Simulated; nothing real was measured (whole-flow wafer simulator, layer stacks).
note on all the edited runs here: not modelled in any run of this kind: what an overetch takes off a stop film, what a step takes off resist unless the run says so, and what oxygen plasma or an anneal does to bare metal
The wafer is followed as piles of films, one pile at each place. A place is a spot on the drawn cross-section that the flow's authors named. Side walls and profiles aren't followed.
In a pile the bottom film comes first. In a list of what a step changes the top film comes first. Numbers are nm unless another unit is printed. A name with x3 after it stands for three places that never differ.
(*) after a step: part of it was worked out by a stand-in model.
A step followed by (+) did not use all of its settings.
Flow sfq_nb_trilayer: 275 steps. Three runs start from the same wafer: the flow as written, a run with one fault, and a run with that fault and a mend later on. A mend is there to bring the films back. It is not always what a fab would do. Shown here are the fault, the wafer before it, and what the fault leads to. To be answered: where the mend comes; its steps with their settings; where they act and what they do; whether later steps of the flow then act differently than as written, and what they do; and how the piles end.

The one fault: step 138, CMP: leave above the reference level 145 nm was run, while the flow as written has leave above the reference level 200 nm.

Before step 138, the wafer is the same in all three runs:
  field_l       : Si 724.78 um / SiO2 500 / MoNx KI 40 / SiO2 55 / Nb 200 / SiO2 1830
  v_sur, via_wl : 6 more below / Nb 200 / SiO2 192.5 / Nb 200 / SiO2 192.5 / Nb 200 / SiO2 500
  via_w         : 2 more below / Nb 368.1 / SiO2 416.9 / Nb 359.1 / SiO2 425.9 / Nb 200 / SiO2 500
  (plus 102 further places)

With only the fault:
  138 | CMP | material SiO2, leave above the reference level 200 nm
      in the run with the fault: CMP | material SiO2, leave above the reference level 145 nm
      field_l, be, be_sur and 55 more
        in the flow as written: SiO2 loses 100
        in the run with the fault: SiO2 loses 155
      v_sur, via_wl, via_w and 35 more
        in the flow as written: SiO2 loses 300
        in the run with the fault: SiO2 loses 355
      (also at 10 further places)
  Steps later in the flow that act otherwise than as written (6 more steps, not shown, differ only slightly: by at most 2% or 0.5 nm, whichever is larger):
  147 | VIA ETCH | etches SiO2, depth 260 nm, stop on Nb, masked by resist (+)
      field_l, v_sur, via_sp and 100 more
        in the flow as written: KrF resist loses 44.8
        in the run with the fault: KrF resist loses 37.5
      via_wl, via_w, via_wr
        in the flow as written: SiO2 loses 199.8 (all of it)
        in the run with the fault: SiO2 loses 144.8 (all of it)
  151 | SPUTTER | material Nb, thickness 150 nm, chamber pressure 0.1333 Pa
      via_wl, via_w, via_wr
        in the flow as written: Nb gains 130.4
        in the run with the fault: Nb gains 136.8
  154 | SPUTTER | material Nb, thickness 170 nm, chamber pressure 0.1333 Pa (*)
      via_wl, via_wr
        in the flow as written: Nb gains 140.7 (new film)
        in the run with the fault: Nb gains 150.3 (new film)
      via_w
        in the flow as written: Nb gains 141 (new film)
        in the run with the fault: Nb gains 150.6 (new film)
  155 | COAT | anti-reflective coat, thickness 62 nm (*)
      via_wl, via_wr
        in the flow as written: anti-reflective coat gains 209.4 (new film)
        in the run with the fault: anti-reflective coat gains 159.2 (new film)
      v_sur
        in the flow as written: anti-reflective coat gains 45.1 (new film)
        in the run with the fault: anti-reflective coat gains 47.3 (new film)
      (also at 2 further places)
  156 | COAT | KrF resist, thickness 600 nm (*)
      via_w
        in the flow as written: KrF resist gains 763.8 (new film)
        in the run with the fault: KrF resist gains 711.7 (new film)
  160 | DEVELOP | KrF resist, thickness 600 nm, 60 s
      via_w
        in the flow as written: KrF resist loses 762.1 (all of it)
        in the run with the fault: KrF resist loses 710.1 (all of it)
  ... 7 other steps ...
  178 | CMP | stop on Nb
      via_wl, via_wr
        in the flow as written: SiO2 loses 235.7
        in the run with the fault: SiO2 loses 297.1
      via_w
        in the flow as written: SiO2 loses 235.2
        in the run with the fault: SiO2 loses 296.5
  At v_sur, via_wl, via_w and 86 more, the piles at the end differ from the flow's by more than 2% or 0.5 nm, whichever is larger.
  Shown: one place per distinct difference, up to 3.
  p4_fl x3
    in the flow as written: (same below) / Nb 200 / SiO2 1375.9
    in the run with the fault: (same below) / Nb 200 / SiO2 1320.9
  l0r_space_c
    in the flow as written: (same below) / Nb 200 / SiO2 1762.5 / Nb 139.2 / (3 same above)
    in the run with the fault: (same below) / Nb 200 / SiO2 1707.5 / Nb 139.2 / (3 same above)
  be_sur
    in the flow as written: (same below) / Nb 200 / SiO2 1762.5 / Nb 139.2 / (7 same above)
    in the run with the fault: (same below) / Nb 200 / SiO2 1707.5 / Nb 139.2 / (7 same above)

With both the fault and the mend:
  After step 139 comes the mend.
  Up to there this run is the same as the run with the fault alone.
  139a | PECVD | material SiO2, thickness 55 nm, 150 C, 12.22 s, RF power 183.3 W, pressure 2.4 Torr, precursor SiH4/N2O (the flow's step 137, run once more with other settings)
      field_l, v_sur, via_wl and 103 more
        SiO2 gains 55
  Every later step of the flow that is run acts as written, at every place that is followed, to within 2% or 0.5 nm, whichever is larger.
  At every place that both follow, the piles at the end match the flow's.
